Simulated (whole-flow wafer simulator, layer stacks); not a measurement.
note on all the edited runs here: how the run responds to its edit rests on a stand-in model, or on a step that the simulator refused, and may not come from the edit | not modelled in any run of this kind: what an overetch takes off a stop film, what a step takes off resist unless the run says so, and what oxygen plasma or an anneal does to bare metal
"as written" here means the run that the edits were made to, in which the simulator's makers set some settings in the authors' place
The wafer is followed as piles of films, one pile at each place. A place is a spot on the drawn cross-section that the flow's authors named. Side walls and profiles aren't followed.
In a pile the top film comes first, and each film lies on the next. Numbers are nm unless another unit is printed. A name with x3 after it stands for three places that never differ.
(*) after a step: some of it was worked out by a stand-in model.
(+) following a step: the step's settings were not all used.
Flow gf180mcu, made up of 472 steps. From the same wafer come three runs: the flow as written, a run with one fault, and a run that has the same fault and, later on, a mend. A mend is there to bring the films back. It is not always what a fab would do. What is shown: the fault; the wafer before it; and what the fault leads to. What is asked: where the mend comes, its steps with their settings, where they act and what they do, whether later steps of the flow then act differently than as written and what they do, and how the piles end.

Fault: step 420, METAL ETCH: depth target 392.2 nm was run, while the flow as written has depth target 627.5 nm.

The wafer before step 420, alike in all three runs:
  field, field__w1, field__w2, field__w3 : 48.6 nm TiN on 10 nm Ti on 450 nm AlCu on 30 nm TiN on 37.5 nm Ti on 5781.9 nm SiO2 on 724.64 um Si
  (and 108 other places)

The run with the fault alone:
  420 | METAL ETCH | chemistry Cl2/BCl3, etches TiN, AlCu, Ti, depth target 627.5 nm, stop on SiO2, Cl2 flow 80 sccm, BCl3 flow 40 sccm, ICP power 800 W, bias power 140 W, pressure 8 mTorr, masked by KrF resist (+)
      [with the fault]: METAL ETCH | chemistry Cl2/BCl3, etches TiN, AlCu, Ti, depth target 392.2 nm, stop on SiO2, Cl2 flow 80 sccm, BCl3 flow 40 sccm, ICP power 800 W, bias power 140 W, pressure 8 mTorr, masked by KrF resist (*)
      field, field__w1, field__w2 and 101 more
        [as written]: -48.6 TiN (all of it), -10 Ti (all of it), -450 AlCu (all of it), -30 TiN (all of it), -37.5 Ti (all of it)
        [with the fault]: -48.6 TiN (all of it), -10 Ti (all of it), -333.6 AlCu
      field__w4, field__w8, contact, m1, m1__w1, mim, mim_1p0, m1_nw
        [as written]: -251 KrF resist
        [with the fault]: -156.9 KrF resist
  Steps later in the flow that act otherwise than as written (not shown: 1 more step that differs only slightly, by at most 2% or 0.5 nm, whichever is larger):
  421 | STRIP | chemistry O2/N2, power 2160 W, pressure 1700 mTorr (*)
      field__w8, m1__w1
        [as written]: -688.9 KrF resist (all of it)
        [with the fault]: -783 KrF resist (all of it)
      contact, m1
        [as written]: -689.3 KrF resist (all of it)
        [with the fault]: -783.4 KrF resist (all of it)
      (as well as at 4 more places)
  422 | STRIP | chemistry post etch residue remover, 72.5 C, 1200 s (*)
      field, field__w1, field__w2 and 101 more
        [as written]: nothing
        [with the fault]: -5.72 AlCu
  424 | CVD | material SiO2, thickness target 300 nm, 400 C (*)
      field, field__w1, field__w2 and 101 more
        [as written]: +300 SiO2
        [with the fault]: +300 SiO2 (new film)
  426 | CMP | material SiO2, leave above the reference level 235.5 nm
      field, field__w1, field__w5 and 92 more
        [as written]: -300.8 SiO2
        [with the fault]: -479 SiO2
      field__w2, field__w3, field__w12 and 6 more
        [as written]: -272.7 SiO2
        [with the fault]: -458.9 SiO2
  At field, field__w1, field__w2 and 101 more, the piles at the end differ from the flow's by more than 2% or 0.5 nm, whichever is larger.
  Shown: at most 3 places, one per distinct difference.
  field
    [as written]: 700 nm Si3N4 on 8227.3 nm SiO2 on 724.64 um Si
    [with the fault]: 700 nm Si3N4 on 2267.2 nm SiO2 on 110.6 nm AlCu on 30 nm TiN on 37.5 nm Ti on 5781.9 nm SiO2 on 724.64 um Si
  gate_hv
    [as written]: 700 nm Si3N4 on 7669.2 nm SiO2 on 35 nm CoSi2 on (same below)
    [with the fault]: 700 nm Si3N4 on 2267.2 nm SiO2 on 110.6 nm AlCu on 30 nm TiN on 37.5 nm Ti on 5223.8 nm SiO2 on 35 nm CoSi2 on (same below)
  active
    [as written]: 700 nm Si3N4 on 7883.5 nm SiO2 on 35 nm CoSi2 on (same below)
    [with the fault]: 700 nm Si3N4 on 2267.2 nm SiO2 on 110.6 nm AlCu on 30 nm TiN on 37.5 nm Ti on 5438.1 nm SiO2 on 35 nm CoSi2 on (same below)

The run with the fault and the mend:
  The mend stands after step 420.
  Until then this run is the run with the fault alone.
  420a | METAL ETCH | chemistry Cl2/BCl3, etches TiN, AlCu, Ti, depth target 235.3 nm, stop on SiO2, Cl2 flow 80 sccm, BCl3 flow 40 sccm, ICP power 800 W, bias power 140 W, pressure 8 mTorr, masked by KrF resist (+) (the flow's step 420, run once more with other settings)
      field, field__w1, field__w2 and 101 more
        -116.4 AlCu (all of it), -30 TiN (all of it), -37.5 Ti (all of it)
      field__w4, field__w8, contact, m1, m1__w1, mim, mim_1p0, m1_nw
        -94.1 KrF resist
  None of the later steps of the flow acts differently than as written at any place that is followed.
  By the end, the piles equal the flow's at every place that both follow.
